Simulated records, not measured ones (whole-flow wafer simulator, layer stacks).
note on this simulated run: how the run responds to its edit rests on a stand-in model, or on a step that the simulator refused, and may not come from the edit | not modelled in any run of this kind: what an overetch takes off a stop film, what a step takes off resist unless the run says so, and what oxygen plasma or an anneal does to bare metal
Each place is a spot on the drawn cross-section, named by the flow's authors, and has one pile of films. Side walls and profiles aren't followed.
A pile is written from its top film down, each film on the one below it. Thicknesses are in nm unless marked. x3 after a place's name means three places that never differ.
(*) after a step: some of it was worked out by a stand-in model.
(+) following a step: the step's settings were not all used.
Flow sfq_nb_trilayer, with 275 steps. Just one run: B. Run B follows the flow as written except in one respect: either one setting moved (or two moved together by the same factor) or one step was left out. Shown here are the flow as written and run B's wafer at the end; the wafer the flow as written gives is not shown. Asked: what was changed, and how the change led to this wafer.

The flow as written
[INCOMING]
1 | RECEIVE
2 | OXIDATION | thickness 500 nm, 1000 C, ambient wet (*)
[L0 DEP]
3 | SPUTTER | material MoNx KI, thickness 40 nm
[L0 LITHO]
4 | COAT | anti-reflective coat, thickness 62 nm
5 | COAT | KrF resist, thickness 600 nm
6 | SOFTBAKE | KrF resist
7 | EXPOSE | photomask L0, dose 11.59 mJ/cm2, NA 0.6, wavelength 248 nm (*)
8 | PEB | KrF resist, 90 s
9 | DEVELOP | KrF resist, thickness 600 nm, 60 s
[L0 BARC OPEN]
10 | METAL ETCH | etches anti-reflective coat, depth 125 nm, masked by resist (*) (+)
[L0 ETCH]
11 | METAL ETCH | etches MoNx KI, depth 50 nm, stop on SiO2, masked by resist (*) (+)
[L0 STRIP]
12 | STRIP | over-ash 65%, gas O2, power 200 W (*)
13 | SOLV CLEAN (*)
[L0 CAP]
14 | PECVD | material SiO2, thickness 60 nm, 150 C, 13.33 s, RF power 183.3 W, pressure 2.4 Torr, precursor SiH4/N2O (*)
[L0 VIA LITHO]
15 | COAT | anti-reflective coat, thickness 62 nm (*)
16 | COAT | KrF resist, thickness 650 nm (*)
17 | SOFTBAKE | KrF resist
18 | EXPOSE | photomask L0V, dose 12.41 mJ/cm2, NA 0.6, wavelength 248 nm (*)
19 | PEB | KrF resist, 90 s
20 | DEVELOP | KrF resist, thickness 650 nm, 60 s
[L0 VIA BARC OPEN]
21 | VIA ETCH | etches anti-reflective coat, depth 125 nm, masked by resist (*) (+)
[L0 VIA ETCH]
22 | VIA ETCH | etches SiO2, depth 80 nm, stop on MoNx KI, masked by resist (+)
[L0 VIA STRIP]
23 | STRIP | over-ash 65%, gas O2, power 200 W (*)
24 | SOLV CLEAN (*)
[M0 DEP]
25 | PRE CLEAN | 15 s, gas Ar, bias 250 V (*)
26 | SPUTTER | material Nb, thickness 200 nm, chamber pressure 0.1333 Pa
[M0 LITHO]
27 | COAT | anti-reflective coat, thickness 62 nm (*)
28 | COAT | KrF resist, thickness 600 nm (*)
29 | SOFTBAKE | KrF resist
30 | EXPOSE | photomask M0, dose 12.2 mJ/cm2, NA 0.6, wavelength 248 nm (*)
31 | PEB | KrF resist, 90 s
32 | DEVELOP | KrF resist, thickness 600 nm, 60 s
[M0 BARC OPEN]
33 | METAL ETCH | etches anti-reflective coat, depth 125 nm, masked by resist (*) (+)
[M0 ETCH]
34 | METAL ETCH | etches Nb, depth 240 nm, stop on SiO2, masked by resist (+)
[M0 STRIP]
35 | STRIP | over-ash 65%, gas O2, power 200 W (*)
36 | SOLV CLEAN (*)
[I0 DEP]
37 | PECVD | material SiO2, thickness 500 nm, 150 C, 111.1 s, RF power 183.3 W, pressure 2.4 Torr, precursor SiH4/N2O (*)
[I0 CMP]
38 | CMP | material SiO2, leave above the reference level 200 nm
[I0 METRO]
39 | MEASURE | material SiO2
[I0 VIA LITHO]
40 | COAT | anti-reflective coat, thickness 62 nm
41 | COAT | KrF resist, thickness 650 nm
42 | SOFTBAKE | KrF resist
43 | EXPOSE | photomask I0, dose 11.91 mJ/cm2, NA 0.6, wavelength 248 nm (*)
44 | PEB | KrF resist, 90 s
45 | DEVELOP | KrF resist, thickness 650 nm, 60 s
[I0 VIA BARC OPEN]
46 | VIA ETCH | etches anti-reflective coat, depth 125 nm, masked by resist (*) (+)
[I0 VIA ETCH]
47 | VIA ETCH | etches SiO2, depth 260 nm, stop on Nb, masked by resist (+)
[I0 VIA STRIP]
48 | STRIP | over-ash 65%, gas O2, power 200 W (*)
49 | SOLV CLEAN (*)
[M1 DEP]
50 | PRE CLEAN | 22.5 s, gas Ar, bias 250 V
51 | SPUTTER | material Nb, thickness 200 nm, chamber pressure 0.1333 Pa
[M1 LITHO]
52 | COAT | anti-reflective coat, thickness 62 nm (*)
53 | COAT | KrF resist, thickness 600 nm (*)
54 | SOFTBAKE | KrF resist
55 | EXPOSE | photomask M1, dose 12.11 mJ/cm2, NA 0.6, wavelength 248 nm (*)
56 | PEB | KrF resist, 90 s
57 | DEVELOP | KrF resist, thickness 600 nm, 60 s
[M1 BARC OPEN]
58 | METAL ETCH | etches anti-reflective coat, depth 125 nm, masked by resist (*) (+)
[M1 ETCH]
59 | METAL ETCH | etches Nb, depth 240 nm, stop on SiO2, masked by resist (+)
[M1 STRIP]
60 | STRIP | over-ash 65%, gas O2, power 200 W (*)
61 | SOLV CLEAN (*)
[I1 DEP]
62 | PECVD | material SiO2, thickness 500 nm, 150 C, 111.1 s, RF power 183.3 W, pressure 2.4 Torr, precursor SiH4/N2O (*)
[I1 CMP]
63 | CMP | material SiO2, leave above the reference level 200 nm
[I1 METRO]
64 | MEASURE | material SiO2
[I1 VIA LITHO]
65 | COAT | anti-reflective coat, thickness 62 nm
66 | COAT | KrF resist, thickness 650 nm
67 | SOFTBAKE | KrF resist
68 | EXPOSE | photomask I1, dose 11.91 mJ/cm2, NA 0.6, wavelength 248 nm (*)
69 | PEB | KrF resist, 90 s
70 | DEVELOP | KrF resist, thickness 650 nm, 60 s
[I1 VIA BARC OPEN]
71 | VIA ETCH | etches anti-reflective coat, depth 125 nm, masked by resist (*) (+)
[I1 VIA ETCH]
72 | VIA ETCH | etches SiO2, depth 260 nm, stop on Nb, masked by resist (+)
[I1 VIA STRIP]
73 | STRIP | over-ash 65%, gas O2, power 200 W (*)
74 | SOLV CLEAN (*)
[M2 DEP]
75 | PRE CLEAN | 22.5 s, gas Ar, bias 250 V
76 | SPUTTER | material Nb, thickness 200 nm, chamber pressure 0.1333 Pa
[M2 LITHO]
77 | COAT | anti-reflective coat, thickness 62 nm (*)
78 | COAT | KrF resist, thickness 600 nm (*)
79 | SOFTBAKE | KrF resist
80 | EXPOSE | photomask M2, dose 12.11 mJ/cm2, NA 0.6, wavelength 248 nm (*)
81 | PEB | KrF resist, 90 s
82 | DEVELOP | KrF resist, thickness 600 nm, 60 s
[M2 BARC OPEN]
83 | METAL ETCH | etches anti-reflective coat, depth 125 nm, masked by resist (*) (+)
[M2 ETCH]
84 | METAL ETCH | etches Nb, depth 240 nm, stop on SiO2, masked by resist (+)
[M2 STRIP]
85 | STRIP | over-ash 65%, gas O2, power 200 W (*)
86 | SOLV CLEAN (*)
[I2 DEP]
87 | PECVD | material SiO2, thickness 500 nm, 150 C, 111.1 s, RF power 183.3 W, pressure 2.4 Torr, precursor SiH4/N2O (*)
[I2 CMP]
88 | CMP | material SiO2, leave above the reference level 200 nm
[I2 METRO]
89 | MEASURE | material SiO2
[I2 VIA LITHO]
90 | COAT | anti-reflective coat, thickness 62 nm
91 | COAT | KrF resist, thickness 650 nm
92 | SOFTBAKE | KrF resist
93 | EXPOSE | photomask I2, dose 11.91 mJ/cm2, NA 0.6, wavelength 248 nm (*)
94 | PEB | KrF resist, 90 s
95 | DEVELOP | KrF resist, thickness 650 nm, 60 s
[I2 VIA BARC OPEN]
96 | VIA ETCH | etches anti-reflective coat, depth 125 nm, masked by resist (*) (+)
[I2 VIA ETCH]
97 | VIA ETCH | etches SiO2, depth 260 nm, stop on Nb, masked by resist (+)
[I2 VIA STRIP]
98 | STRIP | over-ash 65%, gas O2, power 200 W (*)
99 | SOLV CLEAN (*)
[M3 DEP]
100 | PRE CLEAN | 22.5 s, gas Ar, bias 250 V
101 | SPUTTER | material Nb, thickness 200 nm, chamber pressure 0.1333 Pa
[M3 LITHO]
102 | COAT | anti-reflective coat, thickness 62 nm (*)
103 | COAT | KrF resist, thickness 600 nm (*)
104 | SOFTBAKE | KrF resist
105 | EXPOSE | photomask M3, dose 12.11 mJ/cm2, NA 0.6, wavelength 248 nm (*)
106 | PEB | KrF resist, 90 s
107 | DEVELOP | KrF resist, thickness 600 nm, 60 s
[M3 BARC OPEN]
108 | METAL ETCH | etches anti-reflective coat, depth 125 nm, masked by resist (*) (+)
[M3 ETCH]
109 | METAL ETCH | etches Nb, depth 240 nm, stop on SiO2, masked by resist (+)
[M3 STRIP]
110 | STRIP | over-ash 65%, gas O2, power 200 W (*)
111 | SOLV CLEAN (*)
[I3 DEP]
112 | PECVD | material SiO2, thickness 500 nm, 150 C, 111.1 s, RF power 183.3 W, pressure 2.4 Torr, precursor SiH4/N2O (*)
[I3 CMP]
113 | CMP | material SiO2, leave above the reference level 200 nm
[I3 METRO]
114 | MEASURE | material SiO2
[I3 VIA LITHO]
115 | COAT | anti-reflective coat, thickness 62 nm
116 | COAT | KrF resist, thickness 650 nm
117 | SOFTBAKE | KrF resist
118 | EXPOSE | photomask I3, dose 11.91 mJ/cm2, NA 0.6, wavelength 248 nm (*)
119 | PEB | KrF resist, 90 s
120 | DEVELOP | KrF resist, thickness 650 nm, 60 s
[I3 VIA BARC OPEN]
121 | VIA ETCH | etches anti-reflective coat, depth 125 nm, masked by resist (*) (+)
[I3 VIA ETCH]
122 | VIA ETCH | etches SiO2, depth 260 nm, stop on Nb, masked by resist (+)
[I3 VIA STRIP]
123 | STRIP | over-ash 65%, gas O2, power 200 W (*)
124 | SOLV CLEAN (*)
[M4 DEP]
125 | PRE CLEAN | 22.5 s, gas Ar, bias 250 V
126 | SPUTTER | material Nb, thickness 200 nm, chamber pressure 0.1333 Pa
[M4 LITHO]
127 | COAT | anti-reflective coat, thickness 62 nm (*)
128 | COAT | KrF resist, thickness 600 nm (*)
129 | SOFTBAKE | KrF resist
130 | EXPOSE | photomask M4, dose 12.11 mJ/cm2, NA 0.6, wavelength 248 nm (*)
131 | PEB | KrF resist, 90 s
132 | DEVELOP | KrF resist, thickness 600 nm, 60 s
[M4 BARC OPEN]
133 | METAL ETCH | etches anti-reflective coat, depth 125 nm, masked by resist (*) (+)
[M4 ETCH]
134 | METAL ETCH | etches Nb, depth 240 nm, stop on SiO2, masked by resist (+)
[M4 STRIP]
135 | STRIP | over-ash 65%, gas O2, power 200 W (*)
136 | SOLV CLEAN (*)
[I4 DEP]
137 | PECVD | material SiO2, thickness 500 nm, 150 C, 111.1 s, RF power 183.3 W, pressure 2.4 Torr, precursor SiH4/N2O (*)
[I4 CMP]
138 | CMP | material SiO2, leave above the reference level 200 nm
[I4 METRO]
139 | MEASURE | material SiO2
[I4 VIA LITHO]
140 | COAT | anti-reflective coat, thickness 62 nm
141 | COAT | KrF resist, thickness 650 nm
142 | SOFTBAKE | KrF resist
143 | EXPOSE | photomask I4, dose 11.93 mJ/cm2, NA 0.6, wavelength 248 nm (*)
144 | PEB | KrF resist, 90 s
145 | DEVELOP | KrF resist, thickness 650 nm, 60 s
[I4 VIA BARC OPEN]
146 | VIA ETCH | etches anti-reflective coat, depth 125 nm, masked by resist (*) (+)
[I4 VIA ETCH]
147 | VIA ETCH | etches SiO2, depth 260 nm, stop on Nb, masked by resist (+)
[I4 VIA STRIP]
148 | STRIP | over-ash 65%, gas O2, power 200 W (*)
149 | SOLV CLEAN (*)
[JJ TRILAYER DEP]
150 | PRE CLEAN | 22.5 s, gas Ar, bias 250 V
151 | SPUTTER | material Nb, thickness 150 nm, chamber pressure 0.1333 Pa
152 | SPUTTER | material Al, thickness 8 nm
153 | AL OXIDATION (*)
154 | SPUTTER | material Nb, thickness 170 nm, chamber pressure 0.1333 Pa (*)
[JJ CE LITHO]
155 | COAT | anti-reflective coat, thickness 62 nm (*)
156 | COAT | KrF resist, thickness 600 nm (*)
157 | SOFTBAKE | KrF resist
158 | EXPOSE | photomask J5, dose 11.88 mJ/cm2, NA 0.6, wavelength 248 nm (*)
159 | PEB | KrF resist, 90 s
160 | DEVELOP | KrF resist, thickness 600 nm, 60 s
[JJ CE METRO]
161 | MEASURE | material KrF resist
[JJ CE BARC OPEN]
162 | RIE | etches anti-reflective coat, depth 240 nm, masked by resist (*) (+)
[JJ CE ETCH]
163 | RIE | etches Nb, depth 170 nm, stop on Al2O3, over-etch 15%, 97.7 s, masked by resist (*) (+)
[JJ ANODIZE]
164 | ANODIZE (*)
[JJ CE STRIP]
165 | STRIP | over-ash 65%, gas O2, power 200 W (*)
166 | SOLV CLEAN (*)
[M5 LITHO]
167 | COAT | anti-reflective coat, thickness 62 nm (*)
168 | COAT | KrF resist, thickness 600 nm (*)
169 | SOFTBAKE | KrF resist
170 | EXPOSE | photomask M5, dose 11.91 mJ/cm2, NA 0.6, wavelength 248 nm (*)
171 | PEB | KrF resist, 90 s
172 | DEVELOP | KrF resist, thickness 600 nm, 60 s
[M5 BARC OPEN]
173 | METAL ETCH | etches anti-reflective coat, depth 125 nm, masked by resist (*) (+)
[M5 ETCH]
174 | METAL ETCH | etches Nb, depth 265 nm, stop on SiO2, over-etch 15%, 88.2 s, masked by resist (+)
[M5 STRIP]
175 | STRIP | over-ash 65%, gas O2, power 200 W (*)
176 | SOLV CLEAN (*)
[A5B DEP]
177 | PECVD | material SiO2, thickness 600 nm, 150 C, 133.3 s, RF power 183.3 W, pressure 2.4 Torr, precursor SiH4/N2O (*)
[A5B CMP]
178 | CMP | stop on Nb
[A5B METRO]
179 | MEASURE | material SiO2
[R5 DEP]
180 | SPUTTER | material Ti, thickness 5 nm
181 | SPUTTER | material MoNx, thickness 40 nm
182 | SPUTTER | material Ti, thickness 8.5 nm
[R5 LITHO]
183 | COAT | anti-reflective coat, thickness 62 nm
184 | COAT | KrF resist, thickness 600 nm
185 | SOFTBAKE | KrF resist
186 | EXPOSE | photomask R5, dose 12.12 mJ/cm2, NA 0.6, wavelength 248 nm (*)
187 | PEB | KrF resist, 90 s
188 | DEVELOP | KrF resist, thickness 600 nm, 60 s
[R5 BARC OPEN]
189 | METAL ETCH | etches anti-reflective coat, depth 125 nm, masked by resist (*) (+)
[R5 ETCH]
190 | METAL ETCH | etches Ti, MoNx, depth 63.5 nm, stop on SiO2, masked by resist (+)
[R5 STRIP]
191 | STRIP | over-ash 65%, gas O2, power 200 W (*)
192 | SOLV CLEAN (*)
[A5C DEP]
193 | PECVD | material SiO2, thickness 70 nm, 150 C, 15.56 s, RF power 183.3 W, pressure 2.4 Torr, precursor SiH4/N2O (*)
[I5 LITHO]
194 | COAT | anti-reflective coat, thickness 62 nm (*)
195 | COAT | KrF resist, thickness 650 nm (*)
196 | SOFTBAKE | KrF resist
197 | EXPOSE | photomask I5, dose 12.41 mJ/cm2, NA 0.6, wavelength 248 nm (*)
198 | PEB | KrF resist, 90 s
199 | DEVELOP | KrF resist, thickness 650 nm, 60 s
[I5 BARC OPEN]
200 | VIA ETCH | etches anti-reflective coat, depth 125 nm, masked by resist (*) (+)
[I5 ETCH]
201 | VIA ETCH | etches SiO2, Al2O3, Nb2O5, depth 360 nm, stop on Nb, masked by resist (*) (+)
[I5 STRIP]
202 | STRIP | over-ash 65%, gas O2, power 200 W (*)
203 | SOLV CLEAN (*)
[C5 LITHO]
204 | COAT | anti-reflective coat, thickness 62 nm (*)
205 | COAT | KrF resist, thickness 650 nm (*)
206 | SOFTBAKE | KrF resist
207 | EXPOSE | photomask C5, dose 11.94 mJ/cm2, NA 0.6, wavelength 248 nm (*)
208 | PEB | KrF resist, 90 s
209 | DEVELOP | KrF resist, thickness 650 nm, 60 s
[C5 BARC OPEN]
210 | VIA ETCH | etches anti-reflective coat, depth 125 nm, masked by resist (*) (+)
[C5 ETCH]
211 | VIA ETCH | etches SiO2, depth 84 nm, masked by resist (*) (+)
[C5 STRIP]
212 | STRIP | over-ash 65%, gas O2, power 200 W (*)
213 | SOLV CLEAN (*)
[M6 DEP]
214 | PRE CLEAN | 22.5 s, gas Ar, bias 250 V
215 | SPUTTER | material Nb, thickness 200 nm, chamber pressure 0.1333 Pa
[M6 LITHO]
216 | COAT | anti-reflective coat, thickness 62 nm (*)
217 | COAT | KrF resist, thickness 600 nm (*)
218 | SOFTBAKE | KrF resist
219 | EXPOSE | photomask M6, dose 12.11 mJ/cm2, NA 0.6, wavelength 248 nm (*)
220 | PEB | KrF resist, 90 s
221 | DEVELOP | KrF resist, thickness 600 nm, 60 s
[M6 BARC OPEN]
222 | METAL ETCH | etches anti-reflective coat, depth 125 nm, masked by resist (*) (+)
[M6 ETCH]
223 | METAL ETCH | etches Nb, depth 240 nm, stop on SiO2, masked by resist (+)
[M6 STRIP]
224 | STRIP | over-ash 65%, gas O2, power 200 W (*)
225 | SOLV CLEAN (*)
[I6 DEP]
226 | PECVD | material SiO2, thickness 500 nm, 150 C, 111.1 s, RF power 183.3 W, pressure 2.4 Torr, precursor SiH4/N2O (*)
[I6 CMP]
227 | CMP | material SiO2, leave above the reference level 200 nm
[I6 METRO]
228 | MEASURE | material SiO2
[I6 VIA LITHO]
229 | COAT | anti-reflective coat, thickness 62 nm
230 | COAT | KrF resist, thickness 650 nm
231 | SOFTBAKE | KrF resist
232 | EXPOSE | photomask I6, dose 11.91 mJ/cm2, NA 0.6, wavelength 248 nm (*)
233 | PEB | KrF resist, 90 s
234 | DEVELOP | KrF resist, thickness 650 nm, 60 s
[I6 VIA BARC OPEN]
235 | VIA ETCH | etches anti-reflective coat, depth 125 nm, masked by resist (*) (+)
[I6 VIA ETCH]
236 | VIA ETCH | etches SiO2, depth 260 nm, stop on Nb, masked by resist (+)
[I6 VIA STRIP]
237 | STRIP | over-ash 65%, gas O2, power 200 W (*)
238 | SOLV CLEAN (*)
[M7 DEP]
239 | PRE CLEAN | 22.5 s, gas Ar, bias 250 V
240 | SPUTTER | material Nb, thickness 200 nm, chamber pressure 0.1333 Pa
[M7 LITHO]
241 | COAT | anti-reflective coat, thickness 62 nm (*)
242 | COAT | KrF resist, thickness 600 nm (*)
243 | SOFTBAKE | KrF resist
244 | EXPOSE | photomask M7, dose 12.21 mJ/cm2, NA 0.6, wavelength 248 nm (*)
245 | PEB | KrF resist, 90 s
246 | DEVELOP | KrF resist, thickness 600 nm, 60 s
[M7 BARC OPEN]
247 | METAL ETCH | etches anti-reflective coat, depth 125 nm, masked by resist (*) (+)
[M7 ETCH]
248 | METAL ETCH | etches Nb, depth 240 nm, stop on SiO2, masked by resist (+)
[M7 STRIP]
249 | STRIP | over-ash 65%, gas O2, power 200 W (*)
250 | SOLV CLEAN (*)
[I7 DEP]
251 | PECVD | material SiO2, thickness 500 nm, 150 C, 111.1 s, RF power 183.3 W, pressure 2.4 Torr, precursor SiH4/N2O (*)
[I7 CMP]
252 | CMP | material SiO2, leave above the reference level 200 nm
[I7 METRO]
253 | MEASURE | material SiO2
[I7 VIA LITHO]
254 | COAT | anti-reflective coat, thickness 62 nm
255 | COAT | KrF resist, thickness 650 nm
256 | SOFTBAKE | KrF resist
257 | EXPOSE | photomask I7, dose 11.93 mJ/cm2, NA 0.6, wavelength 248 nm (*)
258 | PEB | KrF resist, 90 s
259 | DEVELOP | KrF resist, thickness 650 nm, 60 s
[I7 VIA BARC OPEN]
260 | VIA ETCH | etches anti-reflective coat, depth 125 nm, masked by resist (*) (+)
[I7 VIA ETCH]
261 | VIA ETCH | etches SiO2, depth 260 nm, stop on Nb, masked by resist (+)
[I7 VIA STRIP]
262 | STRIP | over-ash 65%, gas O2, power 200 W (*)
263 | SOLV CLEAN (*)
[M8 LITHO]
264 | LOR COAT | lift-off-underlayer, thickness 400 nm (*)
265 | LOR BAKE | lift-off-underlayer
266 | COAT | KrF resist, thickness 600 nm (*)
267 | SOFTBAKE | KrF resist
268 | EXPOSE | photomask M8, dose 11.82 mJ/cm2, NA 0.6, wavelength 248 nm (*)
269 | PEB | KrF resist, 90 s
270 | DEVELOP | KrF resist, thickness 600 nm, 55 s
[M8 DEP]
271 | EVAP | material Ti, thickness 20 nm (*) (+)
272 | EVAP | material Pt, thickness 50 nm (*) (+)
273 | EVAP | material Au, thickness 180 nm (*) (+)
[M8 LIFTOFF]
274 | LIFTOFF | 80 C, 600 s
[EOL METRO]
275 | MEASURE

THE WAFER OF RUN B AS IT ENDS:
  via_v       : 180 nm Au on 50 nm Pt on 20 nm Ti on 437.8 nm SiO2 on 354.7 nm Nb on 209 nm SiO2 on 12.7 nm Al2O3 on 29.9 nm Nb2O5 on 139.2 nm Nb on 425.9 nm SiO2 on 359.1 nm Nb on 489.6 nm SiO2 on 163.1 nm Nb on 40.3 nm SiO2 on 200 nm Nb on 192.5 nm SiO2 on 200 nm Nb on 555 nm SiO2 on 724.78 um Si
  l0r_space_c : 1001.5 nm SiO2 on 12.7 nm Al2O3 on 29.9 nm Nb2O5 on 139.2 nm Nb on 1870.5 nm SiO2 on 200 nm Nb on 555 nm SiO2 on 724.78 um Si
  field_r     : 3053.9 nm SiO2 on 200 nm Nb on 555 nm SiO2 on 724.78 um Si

What caused this: step 63, CMP: leave above the reference level 308 nm was run, whereas the flow has leave above the reference level 200 nm.

How this came from the change, step by step:
  63 | CMP | material SiO2, leave above the reference level 200 nm
      field_l, be, be_sur and 72 more: nothing (in the flow as written it would be: -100 SiO2)
      lsp_m, ln_m6, lsp_r, l0_sur, l0v: nothing (in the flow as written it would be: -94.9 SiO2)
      (also at 26 further places)
  65 | COAT | anti-reflective coat, thickness 62 nm
      m5r_linepad_l, m5r_linepad_r: +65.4 anti-reflective coat (new film) (in the flow as written it would be: +62 anti-reflective coat (new film))
      r5r_spacepad_l, r5r_spacepad_r: +65.5 anti-reflective coat (new film) (in the flow as written it would be: +62 anti-reflective coat (new film))
      (also at 8 further places)
  72 | VIA ETCH | etches SiO2, depth 260 nm, stop on Nb, masked by resist (+)
      via_v: -260 SiO2 (in the flow as written it would be: -199.8 SiO2 (all of it))
  73 | STRIP | over-ash 65%, gas O2, power 200 W (*)
      m5r_linepad_l, m5r_linepad_r: -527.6 KrF resist (all of it), -65.4 anti-reflective coat (all of it) (in the flow as written it would be: -528.6 KrF resist (all of it), -62 anti-reflective coat (all of it))
      m8r_pad_l, m8r_pad_r: -528.4 KrF resist (all of it), -64.4 anti-reflective coat (all of it) (in the flow as written it would be: -528.6 KrF resist (all of it), -62 anti-reflective coat (all of it))
      (also at 8 further places)
  75 | PRE CLEAN | 22.5 s, gas Ar, bias 250 V
      via_v: -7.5 SiO2 (in the flow as written it would be: -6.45 Nb)
  76 | SPUTTER | material Nb, thickness 200 nm, chamber pressure 0.1333 Pa
      via_v: +163.1 Nb (new film) (in the flow as written it would be: +174.5 Nb)
  77 | COAT | anti-reflective coat, thickness 62 nm (*)
      wl_f_sl, r5r_line_l: +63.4 anti-reflective coat (new film) (in the flow as written it would be: +62 anti-reflective coat (new film))
      m5r_linepad_l, m5r_linepad_r: +65 anti-reflective coat (new film) (in the flow as written it would be: +62 anti-reflective coat (new film))
      (also at 10 further places)
  78 | COAT | KrF resist, thickness 600 nm (*)
      via_v: +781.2 KrF resist (new film) (in the flow as written it would be: +733.7 KrF resist (new film))
  83 | METAL ETCH | etches anti-reflective coat, depth 125 nm, masked by resist (*) (+)
      wl_f_sl, r5r_line_l: -63.4 anti-reflective coat (all of it) (in the flow as written it would be: -62 anti-reflective coat (all of it))
      m5r_linepad_l, m5r_linepad_r: -65 anti-reflective coat (all of it) (in the flow as written it would be: -62 anti-reflective coat (all of it))
      (also at 6 further places)
  85 | STRIP | over-ash 65%, gas O2, power 200 W (*)
      v_sur: -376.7 KrF resist (all of it), -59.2 anti-reflective coat (all of it) (in the flow as written it would be: -380 KrF resist (all of it), -61.4 anti-reflective coat (all of it))
      via_sp: -367.7 KrF resist (all of it), -51.4 anti-reflective coat (all of it) (in the flow as written it would be: -374.4 KrF resist (all of it), -53.2 anti-reflective coat (all of it))
      (also at 2 further places)
  87 | PECVD | material SiO2, thickness 500 nm, 150 C, 111.1 s, RF power 183.3 W, pressure 2.4 Torr, precursor SiH4/N2O (*)
      via_v: +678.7 SiO2 (new film) (in the flow as written it would be: +606 SiO2 (new film))
  88 | CMP | material SiO2, leave above the reference level 200 nm
      field_l, be, be_sur and 72 more: -92 SiO2 (in the flow as written it would be: -100 SiO2)
      lsp_m, ln_m6, lsp_r, l0_sur, l0v: -86.9 SiO2 (in the flow as written it would be: -100 SiO2)
With metal films that touch counted as one body, via_v has 7 bodies (between them, from the top down: SiO2 437.8; SiO2 209 / Al2O3 12.7 / Nb2O5 29.9; SiO2 425.9; SiO2 489.6; SiO2 40.3; SiO2 192.5); the flow as written gives 6 bodies (between them, from the top down: SiO2 437.8; SiO2 209 / Al2O3 12.7 / Nb2O5 29.9; SiO2 425.9; SiO2 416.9; SiO2 192.5).
